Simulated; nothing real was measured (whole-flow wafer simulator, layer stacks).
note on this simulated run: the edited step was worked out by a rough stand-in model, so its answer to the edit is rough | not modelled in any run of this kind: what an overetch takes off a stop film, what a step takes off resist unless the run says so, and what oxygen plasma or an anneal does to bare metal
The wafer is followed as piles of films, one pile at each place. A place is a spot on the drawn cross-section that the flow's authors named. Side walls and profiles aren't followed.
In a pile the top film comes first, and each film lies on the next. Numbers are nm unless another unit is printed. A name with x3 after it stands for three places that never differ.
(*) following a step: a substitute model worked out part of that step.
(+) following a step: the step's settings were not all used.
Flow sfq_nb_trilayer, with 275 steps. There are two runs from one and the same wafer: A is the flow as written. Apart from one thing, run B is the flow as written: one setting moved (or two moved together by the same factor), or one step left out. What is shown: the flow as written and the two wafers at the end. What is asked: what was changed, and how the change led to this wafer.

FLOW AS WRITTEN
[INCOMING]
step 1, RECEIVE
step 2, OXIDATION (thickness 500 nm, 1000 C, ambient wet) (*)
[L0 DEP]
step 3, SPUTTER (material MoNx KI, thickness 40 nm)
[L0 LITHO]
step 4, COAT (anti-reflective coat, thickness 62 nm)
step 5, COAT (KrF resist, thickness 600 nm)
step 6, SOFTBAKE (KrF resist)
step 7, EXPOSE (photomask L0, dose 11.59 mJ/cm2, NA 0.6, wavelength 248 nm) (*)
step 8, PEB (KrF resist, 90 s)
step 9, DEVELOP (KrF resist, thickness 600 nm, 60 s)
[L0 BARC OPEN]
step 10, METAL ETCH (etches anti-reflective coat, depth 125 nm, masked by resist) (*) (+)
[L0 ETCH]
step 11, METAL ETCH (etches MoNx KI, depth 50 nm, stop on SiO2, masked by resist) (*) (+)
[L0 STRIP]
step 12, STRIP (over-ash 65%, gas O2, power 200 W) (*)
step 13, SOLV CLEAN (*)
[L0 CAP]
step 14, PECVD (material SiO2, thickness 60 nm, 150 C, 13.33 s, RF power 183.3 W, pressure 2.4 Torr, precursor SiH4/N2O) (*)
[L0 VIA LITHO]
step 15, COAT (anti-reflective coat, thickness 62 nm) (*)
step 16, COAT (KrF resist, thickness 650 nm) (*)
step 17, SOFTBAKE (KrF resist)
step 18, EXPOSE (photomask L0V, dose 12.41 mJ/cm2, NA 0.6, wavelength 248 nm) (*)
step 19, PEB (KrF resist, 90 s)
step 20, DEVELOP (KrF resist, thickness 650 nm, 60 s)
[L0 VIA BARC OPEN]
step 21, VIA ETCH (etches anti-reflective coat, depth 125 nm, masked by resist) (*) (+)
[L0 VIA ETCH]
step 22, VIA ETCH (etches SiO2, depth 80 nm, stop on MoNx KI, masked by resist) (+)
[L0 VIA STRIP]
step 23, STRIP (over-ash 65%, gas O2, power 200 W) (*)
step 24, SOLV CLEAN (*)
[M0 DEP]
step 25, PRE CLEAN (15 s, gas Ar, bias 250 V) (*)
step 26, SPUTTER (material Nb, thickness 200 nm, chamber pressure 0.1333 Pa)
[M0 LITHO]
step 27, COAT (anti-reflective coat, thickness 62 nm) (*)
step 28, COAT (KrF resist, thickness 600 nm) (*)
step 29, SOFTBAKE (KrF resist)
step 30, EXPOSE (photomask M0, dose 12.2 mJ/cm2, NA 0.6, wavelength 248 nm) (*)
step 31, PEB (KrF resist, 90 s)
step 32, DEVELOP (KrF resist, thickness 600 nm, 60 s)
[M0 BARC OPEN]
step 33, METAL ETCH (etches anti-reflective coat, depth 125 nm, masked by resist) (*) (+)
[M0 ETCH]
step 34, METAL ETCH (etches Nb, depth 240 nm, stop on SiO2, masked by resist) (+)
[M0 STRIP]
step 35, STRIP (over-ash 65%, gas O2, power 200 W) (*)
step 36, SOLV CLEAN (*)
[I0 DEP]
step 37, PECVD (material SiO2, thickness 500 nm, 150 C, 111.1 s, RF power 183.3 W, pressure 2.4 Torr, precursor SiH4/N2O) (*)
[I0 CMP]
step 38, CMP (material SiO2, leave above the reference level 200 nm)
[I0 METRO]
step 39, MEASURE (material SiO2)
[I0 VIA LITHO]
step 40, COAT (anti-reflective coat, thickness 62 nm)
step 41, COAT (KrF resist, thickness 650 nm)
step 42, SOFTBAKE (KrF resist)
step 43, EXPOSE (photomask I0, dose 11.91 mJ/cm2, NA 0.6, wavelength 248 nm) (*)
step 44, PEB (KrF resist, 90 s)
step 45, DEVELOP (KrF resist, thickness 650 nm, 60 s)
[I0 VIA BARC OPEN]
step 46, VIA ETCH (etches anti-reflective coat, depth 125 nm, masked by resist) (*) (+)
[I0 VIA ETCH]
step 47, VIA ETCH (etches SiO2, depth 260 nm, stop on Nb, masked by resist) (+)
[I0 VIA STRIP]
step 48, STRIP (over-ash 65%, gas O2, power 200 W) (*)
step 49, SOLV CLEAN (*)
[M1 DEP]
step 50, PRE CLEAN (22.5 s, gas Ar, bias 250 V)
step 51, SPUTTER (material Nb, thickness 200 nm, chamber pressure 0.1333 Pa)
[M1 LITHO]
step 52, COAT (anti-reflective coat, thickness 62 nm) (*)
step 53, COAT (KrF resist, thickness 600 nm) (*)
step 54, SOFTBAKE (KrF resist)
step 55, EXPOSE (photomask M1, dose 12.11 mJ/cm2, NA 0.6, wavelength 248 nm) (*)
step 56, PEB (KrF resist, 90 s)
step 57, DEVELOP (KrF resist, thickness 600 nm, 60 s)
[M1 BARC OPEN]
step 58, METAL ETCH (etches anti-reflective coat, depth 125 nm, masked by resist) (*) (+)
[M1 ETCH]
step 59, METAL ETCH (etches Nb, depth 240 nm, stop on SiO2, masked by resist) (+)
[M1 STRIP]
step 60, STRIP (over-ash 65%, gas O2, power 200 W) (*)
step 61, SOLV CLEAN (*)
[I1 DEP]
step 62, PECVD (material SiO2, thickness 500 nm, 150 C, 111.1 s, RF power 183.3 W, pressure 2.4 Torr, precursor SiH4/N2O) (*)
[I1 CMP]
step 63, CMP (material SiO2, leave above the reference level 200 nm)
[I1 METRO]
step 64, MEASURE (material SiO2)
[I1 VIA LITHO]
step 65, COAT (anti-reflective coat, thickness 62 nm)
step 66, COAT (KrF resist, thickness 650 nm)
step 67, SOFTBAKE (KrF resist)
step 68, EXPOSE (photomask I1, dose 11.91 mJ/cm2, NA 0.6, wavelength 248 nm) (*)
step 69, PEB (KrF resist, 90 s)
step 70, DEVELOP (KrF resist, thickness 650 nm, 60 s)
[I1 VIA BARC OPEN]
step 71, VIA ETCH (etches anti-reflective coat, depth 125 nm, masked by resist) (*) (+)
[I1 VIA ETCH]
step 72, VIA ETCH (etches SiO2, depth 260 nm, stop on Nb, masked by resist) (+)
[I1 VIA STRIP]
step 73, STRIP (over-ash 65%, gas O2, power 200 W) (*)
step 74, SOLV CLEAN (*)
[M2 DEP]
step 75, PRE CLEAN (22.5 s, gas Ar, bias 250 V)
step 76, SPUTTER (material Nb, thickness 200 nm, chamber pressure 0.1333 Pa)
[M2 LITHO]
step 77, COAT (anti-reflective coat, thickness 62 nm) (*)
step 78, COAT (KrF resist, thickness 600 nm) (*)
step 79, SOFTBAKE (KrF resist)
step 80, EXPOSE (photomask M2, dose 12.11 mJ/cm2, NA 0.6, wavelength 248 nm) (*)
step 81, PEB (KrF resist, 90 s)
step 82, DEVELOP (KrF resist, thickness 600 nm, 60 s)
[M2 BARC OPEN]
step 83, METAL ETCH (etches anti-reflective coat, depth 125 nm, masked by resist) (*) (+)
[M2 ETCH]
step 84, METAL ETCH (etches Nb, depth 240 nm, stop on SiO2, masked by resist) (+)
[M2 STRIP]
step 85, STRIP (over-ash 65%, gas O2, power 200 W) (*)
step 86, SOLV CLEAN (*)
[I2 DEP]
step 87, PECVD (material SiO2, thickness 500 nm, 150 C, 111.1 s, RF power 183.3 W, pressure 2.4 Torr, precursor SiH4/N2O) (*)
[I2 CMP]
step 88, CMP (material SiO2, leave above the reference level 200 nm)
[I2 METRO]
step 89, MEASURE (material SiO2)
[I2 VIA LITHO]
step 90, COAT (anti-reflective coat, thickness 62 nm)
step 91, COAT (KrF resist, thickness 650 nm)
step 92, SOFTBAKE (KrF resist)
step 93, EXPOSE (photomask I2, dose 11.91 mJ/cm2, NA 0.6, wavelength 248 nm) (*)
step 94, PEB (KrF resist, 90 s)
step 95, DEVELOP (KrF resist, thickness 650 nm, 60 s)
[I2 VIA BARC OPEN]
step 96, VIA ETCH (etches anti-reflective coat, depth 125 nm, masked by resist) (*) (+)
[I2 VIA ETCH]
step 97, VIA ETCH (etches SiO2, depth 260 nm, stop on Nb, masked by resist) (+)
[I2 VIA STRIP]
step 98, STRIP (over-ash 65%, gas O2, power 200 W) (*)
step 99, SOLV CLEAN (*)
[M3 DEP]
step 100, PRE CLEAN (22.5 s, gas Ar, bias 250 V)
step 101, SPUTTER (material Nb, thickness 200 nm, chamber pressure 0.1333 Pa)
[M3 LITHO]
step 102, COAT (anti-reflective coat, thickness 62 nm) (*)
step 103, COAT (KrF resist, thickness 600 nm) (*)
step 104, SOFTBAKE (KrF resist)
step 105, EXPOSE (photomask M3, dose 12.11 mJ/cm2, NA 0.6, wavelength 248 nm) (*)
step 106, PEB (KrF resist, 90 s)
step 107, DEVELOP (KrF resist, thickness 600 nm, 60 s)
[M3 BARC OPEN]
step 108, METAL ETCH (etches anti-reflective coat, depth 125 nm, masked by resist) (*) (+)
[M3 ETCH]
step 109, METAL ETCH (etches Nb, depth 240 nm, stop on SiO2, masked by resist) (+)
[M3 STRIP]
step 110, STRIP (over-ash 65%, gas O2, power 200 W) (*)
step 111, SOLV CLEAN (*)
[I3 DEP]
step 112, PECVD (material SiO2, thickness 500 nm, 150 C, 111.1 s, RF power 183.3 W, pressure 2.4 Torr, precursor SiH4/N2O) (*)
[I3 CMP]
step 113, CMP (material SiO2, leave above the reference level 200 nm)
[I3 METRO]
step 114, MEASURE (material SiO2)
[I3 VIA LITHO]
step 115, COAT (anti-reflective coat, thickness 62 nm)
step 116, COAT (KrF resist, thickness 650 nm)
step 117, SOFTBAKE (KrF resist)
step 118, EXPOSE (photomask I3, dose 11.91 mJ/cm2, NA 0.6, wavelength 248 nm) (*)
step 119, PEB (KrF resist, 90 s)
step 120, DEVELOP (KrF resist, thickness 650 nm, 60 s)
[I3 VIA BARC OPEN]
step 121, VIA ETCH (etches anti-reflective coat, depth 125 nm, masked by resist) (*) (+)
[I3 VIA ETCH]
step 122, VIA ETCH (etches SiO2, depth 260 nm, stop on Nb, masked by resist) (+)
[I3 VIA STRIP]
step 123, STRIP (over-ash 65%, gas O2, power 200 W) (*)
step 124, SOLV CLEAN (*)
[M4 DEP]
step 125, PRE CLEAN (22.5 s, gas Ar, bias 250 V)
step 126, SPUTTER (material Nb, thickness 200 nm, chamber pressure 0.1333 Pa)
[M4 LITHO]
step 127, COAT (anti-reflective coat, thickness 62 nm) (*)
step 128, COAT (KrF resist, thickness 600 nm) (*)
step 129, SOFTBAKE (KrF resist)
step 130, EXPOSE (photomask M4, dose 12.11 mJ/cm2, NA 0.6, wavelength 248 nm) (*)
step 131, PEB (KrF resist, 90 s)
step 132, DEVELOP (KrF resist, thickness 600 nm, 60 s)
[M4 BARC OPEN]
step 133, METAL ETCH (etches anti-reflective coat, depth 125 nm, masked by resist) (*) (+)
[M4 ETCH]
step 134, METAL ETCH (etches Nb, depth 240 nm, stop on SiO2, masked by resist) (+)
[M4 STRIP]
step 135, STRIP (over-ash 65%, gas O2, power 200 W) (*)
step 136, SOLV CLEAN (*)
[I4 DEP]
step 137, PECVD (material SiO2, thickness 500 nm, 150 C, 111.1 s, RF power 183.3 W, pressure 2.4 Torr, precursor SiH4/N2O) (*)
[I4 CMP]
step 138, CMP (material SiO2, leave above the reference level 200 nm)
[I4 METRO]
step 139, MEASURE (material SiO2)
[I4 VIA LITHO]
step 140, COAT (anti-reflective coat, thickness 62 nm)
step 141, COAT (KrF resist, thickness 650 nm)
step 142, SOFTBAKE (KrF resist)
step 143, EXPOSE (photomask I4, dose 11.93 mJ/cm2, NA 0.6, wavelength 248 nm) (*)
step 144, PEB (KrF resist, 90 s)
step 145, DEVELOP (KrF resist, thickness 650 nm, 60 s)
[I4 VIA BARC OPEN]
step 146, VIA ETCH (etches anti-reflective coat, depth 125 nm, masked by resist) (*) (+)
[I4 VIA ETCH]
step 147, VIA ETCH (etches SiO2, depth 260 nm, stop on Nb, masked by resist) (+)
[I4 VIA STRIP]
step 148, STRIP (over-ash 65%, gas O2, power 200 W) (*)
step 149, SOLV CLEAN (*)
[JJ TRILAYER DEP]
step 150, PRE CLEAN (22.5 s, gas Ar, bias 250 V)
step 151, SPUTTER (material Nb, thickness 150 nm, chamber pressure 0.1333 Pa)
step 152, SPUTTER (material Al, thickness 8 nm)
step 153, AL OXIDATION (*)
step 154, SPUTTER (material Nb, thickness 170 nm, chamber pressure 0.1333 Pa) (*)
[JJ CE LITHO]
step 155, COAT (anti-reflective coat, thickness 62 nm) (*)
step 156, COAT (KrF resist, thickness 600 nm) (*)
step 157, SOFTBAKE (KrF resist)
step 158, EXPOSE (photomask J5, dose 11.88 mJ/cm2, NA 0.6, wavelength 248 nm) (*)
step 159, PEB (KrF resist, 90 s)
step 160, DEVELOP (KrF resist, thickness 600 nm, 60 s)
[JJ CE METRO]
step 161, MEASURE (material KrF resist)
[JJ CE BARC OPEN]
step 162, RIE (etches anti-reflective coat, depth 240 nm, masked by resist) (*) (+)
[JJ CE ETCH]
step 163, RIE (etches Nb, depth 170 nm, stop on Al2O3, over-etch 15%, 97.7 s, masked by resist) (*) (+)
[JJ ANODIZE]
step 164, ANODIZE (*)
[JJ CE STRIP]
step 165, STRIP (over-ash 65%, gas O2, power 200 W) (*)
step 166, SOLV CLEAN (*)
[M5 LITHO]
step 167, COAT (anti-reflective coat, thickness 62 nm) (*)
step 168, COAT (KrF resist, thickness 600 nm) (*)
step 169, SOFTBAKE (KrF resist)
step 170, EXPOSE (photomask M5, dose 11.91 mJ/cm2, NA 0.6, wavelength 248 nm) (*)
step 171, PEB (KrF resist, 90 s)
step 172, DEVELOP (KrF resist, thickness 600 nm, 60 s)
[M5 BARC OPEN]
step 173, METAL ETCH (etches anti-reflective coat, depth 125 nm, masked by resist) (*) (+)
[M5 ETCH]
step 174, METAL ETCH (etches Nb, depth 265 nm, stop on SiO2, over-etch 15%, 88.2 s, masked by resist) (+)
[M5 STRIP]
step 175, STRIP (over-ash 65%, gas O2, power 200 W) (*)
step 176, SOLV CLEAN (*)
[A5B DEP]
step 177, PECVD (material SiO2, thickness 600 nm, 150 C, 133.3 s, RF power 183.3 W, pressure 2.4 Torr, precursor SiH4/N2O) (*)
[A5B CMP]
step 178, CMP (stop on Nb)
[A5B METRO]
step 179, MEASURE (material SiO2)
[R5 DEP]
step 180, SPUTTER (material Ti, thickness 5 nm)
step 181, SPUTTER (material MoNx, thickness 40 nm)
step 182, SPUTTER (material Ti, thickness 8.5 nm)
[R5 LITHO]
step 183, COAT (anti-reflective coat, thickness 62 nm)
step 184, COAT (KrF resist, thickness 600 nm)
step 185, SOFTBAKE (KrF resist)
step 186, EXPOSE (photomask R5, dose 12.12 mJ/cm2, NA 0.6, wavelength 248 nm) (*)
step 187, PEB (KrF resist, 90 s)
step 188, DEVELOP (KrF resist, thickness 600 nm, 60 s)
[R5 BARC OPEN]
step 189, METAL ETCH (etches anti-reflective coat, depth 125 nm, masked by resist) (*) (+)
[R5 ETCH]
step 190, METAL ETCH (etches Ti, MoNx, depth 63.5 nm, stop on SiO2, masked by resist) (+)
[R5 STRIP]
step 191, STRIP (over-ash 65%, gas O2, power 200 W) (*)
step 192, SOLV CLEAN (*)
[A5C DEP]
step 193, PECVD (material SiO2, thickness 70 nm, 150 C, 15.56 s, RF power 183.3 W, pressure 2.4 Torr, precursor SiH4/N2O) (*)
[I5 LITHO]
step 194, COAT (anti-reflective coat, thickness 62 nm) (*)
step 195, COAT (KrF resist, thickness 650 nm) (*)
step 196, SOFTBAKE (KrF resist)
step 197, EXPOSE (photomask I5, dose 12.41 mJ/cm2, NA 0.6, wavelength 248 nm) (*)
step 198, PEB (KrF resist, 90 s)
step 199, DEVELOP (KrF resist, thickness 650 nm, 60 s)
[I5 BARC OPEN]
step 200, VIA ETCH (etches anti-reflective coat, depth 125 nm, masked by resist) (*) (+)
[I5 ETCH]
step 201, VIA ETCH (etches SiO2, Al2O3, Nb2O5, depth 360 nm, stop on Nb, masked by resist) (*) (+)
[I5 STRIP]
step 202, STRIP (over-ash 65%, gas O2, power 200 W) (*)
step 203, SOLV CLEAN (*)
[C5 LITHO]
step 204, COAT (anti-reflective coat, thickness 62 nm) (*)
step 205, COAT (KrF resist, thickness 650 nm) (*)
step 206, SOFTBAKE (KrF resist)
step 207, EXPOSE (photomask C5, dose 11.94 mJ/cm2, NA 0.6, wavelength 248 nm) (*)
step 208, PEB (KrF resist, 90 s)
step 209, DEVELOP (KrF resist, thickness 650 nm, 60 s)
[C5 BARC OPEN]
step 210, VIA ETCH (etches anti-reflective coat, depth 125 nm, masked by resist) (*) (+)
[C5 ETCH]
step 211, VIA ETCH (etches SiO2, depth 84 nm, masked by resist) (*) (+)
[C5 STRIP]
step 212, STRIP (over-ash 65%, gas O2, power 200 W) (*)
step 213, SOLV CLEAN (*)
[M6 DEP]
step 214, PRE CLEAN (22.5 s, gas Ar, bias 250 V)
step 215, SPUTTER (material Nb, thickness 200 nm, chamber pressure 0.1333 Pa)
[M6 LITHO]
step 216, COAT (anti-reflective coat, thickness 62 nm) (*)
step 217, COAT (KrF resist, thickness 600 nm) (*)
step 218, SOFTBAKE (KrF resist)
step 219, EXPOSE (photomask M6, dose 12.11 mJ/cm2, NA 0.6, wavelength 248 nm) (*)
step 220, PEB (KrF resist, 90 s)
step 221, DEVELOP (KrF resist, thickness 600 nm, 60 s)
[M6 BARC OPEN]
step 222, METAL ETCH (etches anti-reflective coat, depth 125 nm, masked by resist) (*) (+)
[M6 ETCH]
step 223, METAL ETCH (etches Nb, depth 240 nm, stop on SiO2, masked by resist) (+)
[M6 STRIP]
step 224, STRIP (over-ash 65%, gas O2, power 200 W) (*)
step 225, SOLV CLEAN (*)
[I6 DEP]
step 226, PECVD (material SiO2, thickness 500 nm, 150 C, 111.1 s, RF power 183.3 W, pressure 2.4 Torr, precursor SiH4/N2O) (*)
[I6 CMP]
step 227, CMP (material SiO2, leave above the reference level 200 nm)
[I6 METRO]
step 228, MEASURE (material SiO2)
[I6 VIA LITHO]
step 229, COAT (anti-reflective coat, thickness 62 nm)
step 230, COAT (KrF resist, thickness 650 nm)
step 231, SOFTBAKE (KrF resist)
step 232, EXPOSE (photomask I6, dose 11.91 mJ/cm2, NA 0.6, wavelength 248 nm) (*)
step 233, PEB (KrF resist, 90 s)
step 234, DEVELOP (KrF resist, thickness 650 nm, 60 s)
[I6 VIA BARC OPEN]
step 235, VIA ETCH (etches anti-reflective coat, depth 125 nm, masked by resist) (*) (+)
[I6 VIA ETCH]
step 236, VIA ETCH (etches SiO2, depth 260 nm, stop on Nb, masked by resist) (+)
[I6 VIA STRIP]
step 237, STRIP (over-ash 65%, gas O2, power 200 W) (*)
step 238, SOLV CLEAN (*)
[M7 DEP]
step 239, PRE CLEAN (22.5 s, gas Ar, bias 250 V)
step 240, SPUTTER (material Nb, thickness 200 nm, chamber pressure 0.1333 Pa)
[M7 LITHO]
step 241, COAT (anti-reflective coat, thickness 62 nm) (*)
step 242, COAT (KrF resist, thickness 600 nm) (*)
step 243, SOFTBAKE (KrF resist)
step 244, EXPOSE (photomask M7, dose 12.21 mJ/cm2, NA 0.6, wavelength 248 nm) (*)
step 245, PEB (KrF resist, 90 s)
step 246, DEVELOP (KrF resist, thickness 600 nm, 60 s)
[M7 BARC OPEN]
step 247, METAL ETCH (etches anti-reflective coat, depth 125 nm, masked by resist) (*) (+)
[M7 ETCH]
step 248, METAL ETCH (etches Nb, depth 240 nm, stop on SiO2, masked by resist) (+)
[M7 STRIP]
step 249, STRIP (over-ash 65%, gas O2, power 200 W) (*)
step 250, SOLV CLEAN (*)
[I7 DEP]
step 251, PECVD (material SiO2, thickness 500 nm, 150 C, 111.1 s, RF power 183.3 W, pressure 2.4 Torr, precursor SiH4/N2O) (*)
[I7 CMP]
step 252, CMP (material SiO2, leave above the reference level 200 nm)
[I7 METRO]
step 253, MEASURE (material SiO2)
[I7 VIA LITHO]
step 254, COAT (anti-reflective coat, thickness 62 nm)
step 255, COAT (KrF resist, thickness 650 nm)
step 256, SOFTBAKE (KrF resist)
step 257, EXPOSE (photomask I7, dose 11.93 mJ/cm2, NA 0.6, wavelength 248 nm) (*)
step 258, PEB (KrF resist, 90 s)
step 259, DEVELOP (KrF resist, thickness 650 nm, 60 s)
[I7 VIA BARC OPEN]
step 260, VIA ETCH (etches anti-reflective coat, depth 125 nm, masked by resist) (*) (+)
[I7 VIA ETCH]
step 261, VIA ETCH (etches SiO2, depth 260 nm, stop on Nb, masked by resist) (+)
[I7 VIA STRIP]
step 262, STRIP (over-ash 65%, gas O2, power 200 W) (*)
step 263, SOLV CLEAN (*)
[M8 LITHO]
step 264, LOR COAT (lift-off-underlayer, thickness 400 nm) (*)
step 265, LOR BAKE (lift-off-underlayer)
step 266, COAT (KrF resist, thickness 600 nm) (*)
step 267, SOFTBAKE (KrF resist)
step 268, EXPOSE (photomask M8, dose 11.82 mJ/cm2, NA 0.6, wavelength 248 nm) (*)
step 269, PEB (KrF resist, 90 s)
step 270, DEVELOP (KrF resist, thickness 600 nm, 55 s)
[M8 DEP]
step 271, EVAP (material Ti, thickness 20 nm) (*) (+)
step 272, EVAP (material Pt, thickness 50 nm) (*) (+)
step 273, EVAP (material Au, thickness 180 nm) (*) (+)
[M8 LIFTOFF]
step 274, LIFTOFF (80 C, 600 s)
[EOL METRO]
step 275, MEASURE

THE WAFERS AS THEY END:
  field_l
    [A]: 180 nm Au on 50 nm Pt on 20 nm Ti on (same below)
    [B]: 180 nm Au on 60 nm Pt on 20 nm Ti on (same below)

What caused this: step 272, EVAP: thickness 60 nm was run, though the flow has thickness 50 nm.
The wafer lets one read it off: field_l has Pt 60, and step 272 as written asks for 50 nm.

The path from the change to this, step by step:
  step 272, EVAP (material Pt, thickness 50 nm) (*) (+)
      field_l, v_sur, via_wl and 103 more: A Pt gains 50 (new film) | B Pt gains 60 (new film)
  step 274, LIFTOFF (80 C, 600 s)
      p4_fl x3, p4_w1 x9, p4_g1 x2 and 60 more: A Au loses 180 (all of it), Pt loses 50 (all of it), Ti loses 20 (all of it), KrF resist loses 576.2 (all of it), lift-off-underlayer loses 400 (all of it) | B Au loses 180 (all of it), Pt loses 60 (all of it), Ti loses 20 (all of it), KrF resist loses 576.2 (all of it), lift-off-underlayer loses 400 (all of it)
      c5j, ce_r: A Au loses 180 (all of it), Pt loses 50 (all of it), Ti loses 20 (all of it), KrF resist loses 573.3 (all of it), lift-off-underlayer loses 399.3 (all of it) | B Au loses 180 (all of it), Pt loses 60 (all of it), Ti loses 20 (all of it), KrF resist loses 573.3 (all of it), lift-off-underlayer loses 399.3 (all of it)
      (also at 19 further places)
